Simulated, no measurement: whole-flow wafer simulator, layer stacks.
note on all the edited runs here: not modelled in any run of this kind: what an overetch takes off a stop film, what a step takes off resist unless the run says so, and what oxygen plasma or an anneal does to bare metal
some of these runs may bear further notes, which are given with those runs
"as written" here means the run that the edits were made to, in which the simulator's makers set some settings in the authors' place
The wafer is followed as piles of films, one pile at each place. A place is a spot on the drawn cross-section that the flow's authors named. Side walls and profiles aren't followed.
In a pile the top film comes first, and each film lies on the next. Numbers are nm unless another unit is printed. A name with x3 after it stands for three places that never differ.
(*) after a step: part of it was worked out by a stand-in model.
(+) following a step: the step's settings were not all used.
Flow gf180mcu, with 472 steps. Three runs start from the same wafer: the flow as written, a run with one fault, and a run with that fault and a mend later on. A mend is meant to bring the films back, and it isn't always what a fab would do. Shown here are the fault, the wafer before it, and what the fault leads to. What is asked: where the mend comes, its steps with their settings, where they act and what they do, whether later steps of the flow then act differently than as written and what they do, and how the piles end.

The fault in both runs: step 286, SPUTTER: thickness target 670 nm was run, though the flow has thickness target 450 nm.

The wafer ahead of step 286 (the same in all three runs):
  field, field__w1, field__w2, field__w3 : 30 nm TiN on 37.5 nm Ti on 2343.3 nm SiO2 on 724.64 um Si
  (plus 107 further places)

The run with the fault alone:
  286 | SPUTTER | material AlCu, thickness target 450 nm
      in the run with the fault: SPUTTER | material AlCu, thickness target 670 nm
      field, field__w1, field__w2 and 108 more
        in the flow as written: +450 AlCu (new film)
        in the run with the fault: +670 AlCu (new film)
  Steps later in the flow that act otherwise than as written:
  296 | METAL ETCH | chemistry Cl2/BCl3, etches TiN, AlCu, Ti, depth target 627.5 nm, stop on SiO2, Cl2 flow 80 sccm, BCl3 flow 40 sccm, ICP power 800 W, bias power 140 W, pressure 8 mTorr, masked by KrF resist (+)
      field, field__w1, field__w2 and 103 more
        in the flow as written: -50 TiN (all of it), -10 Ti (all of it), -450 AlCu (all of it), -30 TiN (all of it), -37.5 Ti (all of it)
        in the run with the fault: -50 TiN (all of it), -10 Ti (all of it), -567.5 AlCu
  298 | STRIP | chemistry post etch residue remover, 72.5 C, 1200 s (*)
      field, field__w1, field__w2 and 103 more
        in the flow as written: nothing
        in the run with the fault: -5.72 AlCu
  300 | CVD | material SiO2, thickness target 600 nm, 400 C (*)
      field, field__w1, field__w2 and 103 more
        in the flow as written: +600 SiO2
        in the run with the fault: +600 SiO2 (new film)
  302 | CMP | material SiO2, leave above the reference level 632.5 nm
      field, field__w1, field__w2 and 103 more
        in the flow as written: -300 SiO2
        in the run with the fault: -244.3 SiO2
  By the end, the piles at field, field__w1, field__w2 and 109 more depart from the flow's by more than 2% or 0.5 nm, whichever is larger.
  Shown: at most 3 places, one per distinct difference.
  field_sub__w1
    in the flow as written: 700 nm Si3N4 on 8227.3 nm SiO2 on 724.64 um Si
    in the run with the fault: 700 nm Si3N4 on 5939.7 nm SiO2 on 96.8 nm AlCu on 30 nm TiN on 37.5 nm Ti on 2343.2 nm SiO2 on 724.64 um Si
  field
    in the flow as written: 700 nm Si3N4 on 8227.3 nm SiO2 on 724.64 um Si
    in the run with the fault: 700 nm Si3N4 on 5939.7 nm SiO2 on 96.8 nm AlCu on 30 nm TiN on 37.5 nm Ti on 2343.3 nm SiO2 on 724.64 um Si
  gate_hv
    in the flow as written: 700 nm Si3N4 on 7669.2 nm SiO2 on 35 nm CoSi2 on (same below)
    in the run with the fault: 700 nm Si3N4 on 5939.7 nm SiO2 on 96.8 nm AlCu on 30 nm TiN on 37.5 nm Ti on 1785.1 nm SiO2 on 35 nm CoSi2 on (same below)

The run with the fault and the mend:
  The mend follows step 286.
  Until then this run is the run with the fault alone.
  286a | METAL ETCH | chemistry Cl2/BCl3, etches TiN, AlCu, Ti, depth target 220 nm, Cl2 flow 80 sccm, BCl3 flow 40 sccm, ICP power 800 W, bias power 140 W, pressure 8 mTorr (the flow's step 260 again, with other settings)
      field, field__w1, field__w2 and 108 more
        -220 AlCu
  None of the later steps of the flow acts differently than as written at any place that is followed.
  At every place that both follow, the piles at the end match the flow's.
